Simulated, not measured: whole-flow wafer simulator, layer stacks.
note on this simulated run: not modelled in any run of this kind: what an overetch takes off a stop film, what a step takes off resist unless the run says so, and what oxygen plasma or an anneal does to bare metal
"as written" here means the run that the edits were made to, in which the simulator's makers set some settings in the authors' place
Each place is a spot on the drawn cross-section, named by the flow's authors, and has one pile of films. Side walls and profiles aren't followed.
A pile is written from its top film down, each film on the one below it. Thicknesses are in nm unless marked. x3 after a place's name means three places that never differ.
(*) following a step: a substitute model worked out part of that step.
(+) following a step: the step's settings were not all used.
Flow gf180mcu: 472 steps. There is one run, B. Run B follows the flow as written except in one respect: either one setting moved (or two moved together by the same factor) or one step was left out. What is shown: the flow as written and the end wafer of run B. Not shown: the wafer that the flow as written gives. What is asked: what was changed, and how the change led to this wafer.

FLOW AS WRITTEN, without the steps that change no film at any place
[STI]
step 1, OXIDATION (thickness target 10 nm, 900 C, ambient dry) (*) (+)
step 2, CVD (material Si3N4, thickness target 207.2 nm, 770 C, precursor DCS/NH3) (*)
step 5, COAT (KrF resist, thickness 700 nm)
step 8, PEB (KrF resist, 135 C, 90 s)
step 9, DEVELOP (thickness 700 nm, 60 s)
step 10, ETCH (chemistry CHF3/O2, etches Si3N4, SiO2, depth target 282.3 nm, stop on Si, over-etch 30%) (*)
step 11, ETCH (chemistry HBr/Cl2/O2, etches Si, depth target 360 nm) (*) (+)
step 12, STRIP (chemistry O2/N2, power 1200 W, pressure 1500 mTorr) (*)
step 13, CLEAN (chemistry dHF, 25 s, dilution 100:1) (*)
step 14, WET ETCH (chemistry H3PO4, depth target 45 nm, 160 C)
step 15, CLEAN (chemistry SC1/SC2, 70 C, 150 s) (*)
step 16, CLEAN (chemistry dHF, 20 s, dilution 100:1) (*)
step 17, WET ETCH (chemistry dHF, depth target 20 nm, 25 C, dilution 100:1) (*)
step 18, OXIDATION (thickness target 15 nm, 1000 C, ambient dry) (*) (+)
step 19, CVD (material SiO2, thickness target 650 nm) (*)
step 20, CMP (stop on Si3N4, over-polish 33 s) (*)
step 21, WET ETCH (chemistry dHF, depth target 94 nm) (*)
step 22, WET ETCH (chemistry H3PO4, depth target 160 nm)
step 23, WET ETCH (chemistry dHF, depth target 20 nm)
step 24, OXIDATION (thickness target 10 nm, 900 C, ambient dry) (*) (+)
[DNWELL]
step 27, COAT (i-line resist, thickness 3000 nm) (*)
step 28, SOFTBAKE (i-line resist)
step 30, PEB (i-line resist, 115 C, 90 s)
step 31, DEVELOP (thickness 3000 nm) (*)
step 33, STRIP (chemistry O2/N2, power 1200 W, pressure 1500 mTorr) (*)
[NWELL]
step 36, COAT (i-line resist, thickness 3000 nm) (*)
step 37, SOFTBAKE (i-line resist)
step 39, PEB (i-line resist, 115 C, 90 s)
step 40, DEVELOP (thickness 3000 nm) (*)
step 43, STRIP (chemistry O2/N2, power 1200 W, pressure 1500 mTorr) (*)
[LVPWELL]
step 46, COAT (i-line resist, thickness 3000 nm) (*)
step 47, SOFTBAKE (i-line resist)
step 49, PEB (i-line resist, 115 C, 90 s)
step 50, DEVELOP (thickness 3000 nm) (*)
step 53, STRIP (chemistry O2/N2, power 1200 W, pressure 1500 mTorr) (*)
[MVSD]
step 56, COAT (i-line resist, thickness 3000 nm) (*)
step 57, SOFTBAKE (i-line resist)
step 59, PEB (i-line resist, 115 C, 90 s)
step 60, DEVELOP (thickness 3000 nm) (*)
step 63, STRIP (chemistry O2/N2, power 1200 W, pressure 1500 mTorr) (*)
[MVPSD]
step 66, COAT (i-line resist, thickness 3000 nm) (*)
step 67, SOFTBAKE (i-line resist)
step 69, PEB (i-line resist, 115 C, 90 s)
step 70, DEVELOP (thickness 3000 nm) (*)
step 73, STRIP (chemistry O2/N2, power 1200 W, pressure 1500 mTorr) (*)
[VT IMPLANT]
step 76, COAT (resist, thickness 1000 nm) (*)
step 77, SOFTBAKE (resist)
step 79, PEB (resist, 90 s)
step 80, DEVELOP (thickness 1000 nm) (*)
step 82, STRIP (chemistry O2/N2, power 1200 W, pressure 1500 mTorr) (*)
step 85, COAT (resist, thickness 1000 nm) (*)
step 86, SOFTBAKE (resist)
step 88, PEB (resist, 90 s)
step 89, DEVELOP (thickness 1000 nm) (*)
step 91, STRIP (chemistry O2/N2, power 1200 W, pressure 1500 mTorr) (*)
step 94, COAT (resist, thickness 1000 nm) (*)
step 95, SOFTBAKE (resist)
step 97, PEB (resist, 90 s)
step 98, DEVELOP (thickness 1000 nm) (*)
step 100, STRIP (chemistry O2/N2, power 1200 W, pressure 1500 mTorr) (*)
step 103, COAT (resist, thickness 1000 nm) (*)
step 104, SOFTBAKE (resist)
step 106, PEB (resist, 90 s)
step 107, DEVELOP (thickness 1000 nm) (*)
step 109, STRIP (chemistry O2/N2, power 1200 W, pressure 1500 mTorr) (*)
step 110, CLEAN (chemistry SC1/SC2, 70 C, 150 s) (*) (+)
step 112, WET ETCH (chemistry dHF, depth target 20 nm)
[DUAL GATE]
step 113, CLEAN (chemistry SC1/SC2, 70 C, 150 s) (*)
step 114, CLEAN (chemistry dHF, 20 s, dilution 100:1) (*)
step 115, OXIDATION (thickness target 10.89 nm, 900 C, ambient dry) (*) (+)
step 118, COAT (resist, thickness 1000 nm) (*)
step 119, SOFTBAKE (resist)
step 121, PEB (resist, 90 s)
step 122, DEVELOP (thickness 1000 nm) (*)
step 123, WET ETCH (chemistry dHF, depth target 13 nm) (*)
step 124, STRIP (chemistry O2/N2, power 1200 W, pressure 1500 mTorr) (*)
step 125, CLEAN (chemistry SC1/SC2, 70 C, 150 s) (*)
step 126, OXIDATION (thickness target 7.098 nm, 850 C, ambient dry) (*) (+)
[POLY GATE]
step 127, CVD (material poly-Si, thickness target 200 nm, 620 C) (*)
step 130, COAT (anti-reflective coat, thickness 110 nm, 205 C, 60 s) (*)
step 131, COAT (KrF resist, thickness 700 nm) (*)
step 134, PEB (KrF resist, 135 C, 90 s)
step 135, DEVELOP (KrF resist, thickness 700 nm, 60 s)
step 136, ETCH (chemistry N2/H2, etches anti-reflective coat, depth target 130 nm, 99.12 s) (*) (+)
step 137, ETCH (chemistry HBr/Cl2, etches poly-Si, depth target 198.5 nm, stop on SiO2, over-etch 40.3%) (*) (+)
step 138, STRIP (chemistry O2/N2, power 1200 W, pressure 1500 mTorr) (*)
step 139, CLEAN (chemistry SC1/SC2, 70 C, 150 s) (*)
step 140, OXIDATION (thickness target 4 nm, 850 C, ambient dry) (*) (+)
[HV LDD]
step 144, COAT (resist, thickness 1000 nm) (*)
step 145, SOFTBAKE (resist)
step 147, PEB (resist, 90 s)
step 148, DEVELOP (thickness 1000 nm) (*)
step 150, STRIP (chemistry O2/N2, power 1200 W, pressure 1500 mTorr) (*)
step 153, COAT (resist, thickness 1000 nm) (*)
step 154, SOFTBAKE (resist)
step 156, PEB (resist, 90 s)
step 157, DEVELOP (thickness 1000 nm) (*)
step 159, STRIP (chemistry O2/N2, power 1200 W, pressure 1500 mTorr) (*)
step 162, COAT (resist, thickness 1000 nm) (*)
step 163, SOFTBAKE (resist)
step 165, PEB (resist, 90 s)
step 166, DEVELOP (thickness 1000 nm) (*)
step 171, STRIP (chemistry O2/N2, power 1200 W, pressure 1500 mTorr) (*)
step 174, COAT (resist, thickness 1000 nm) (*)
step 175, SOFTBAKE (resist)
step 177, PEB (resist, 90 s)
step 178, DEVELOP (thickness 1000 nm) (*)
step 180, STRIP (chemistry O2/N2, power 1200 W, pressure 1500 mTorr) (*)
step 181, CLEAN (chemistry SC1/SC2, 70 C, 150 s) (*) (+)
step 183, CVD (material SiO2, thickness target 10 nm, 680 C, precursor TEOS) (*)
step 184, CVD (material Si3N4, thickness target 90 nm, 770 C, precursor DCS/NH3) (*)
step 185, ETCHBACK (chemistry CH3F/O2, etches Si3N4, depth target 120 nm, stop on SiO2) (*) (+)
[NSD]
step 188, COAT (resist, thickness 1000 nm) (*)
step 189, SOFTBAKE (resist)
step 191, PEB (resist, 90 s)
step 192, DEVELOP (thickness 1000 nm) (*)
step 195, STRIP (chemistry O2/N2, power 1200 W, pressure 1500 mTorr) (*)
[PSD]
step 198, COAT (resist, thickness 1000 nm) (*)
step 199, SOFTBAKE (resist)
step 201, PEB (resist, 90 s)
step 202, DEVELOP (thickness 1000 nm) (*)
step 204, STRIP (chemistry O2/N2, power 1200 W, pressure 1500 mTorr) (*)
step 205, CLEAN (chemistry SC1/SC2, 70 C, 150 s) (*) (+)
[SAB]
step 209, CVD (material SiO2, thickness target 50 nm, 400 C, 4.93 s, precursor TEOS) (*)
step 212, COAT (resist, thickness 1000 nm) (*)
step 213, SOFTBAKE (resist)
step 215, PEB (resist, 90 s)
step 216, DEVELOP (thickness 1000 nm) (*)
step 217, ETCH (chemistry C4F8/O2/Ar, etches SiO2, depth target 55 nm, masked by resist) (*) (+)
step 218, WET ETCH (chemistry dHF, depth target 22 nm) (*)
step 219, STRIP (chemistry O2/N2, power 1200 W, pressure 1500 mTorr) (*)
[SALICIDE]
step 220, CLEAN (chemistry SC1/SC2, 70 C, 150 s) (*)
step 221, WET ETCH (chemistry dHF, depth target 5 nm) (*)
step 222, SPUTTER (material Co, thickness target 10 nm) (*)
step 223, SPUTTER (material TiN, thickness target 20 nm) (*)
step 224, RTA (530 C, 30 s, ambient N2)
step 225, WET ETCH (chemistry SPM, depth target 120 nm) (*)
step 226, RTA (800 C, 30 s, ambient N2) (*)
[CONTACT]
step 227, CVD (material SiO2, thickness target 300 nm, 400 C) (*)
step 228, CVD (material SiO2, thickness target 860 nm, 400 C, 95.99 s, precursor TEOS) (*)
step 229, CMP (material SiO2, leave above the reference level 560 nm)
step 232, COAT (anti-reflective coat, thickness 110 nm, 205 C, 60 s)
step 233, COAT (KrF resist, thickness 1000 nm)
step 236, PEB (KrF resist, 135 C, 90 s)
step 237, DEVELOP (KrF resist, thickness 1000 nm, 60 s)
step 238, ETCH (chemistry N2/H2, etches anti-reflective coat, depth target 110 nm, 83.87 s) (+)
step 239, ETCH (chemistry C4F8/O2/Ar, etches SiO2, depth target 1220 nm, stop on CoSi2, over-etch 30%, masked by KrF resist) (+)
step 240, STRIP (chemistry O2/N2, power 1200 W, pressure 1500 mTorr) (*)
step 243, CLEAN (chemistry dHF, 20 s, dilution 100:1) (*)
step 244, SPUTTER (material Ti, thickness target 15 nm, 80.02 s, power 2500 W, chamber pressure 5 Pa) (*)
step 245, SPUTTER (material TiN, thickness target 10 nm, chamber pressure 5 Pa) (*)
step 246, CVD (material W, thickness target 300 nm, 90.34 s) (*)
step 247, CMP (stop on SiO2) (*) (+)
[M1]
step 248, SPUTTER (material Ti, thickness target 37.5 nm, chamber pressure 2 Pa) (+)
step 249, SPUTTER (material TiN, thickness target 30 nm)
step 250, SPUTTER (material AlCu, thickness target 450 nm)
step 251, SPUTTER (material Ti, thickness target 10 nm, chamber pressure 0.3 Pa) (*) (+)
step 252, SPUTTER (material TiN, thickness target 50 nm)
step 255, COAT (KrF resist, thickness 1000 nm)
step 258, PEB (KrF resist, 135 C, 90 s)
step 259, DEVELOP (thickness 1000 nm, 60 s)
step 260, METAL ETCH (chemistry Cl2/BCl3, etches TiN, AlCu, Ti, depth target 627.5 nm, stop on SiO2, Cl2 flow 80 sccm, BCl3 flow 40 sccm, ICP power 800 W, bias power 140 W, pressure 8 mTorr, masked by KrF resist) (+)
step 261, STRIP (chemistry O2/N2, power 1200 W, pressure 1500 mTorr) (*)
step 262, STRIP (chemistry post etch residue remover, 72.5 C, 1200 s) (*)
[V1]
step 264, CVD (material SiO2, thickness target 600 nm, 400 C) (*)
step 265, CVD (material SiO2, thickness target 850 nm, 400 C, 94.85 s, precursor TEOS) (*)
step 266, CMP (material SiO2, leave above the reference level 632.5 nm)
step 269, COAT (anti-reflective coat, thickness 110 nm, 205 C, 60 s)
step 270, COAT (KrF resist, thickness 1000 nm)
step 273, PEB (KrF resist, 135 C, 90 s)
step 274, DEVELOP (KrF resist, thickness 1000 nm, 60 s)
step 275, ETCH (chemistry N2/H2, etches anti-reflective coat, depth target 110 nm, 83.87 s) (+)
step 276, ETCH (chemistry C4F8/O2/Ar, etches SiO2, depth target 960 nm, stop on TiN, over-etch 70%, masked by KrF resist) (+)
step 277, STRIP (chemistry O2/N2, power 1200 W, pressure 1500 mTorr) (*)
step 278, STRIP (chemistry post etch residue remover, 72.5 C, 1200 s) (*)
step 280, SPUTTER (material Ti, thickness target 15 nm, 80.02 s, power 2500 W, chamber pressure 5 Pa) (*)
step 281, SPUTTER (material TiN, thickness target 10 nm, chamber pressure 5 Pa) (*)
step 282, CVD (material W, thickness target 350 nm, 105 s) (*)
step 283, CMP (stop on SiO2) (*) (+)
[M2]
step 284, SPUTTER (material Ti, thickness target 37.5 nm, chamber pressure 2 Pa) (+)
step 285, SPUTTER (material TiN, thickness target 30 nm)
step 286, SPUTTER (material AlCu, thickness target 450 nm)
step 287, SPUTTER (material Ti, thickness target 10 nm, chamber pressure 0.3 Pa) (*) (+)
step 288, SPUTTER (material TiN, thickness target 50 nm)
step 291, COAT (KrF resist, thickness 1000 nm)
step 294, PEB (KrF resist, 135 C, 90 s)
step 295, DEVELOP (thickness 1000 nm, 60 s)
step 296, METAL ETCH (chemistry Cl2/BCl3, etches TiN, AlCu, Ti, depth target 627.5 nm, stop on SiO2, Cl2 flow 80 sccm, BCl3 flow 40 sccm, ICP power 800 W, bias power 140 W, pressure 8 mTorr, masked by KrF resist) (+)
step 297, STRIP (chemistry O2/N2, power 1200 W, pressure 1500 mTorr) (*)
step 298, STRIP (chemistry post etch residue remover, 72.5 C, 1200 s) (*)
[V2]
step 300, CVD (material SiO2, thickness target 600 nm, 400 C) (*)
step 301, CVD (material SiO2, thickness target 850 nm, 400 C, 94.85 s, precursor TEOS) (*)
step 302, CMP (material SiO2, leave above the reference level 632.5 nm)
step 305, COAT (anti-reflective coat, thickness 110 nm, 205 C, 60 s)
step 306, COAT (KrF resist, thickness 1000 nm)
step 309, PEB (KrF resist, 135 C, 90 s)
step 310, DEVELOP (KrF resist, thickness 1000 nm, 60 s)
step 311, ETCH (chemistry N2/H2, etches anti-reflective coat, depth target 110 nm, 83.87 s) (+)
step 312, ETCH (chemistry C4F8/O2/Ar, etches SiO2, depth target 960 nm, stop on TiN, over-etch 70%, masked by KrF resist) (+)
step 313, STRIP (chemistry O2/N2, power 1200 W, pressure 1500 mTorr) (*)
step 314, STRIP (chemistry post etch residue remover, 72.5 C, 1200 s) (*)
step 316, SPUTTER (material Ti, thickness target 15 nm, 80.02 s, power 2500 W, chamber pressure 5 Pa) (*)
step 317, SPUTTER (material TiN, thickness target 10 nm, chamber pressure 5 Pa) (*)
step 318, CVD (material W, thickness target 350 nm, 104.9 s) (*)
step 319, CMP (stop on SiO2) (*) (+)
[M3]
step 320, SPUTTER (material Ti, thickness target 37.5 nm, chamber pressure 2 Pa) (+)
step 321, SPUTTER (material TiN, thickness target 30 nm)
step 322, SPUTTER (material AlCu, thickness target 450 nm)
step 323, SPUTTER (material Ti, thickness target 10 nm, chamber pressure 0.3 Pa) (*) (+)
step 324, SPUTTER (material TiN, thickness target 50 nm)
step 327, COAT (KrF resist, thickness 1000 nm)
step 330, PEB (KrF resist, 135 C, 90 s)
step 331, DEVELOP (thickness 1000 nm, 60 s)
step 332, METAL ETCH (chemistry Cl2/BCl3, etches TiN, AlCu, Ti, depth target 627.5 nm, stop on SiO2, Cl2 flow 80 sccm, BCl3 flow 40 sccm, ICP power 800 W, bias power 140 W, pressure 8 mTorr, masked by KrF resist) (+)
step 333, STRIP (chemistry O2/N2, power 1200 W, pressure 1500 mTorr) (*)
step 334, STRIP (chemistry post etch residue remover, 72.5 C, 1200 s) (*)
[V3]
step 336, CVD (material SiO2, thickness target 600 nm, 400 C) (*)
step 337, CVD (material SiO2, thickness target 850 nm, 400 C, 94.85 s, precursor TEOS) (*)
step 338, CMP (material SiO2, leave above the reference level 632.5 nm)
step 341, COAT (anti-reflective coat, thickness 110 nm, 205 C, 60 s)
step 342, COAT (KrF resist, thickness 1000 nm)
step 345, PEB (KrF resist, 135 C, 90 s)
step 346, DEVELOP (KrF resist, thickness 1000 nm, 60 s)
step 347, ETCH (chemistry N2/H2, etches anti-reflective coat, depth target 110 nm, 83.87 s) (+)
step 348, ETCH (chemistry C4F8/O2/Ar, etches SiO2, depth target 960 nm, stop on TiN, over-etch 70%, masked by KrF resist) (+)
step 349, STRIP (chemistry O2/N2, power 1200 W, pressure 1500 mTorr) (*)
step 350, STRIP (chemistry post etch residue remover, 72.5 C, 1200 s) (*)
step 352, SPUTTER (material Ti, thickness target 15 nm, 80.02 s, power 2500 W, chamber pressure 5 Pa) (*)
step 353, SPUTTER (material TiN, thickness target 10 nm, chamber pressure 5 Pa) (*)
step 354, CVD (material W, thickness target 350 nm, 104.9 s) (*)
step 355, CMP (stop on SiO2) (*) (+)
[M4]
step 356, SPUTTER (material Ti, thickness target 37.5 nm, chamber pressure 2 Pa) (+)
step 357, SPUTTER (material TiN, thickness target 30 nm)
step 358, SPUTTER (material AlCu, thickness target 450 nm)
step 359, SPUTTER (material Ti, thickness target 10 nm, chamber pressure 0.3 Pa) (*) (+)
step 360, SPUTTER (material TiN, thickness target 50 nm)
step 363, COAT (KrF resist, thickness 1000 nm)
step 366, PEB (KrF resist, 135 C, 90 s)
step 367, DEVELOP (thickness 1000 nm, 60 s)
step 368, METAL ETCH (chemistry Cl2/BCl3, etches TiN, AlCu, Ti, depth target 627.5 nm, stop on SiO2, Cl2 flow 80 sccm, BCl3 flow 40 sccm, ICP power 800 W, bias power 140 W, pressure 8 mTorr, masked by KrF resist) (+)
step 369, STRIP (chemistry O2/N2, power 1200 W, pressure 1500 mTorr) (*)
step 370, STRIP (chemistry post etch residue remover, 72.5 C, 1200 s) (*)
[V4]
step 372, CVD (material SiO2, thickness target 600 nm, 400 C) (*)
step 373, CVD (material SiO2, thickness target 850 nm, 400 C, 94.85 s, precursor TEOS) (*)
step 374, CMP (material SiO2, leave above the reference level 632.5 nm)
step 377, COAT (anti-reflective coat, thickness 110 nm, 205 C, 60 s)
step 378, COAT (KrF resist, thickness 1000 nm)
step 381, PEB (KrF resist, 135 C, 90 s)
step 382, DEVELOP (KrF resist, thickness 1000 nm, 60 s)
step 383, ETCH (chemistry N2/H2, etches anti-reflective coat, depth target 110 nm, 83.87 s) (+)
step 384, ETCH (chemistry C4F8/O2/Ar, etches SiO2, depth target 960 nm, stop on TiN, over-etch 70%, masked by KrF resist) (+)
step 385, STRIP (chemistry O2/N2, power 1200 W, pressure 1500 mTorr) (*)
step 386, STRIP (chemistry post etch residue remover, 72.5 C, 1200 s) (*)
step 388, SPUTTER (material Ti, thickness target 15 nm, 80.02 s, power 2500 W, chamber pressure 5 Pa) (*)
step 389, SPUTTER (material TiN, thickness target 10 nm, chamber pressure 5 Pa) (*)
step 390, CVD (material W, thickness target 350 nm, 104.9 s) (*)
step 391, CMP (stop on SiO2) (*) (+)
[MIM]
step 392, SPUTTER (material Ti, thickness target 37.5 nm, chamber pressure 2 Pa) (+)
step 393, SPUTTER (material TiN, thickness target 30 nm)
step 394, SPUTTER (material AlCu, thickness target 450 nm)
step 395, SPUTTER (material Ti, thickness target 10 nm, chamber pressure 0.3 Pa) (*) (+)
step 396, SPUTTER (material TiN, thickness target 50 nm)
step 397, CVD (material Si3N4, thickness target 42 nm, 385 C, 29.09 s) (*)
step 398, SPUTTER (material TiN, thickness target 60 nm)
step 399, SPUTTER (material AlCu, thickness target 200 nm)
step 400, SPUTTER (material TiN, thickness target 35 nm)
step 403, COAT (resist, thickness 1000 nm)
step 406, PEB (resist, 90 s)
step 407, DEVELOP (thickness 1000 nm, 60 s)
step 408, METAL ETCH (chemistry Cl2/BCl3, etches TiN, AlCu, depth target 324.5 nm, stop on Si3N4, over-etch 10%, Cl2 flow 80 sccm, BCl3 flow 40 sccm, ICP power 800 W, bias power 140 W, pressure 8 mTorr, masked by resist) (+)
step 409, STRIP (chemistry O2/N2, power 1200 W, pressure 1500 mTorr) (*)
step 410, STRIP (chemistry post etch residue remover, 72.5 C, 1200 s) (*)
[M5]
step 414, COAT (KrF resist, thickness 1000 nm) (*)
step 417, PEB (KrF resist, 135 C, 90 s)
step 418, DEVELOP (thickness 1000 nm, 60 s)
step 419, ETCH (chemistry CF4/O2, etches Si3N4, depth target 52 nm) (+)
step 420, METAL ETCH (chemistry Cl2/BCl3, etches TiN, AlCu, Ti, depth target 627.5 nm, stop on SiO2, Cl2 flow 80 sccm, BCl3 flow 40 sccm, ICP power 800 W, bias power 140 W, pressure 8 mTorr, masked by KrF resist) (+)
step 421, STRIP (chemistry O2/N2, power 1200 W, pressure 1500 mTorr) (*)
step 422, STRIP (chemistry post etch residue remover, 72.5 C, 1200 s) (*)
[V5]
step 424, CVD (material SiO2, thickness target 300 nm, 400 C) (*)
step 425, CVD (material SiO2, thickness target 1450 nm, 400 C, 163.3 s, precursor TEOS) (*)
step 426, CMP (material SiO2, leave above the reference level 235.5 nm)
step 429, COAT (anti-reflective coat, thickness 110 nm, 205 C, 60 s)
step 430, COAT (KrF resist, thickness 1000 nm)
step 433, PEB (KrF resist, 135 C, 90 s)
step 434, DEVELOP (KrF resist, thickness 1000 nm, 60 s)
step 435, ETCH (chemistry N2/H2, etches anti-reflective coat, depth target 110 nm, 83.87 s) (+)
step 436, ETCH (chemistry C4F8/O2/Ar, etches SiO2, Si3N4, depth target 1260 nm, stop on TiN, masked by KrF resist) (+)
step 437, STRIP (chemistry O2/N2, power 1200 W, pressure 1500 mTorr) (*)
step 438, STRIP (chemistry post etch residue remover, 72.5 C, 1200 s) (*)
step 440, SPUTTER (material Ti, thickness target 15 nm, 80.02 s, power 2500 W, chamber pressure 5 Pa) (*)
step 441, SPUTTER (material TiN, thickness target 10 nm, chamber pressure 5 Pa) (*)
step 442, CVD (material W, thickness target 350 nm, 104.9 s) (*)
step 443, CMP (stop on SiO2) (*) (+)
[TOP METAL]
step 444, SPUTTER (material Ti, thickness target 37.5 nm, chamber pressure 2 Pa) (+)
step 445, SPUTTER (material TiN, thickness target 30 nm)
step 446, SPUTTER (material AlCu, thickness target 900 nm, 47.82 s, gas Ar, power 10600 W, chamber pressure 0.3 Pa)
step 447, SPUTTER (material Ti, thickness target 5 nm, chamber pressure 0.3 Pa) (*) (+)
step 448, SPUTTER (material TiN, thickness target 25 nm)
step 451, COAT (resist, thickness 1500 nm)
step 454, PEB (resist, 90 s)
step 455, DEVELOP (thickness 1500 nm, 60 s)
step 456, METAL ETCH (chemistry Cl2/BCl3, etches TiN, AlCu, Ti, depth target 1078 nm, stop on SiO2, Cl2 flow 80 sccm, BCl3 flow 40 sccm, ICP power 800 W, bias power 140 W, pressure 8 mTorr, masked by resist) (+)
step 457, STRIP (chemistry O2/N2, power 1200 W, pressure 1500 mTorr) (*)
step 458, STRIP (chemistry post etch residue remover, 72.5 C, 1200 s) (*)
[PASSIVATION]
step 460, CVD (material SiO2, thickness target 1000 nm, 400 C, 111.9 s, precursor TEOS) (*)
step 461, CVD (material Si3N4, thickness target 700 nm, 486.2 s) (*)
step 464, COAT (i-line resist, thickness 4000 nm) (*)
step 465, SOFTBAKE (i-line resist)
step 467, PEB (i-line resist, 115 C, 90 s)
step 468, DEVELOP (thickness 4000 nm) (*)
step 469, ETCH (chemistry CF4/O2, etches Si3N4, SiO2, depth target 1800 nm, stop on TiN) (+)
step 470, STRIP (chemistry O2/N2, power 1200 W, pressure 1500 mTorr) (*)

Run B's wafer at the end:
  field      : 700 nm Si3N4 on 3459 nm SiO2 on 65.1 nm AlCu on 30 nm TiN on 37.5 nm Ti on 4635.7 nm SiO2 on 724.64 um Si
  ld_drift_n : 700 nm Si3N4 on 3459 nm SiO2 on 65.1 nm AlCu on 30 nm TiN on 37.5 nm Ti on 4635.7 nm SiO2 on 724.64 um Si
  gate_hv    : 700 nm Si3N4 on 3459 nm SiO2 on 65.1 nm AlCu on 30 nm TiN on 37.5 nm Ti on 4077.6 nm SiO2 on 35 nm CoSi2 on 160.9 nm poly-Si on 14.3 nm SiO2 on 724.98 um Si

The reason: step 368, METAL ETCH: depth target 439.2 nm was run, though the flow has depth target 627.5 nm.

How this came from the change, step by step:
  step 368, METAL ETCH (chemistry Cl2/BCl3, etches TiN, AlCu, Ti, depth target 627.5 nm, stop on SiO2, Cl2 flow 80 sccm, BCl3 flow 40 sccm, ICP power 800 W, bias power 140 W, pressure 8 mTorr, masked by KrF resist) (+)
      field, field__w1, field__w2 and 103 more: -50 TiN (all of it), -10 Ti (all of it), -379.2 AlCu (it would be, as written: -50 TiN (all of it), -10 Ti (all of it), -450 AlCu (all of it), -30 TiN (all of it), -37.5 Ti (all of it))
      field__w8, contact, m1, m1__w1, m1_nw: -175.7 KrF resist (it would be, as written: -251 KrF resist)
  step 369, STRIP (chemistry O2/N2, power 1200 W, pressure 1500 mTorr) (*)
      field__w8, contact, m1, m1__w1, m1_nw: -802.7 KrF resist (all of it) (it would be, as written: -727.4 KrF resist (all of it))
  step 370, STRIP (chemistry post etch residue remover, 72.5 C, 1200 s) (*)
      field, field__w1, field__w2 and 103 more: -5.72 AlCu (it would be, as written: nothing)
  step 372, CVD (material SiO2, thickness target 600 nm, 400 C) (*)
      field, field__w1, field__w2 and 103 more: +600 SiO2 (new film) (it would be, as written: +600 SiO2)
  step 374, CMP (material SiO2, leave above the reference level 632.5 nm)
      field, field__w1, field__w2 and 103 more: -432.6 SiO2 (it would be, as written: -300 SiO2)
With metal films that touch counted as one body, field has 1 body; the flow as written gives 0 bodies.
With metal films that touch counted as one body, ld_drift_n has 1 body; the flow as written gives 0 bodies.
With metal films that touch counted as one body, gate_hv has 2 bodies (between them, from the top down: SiO2 4077.6); the flow as written gives 1 body.
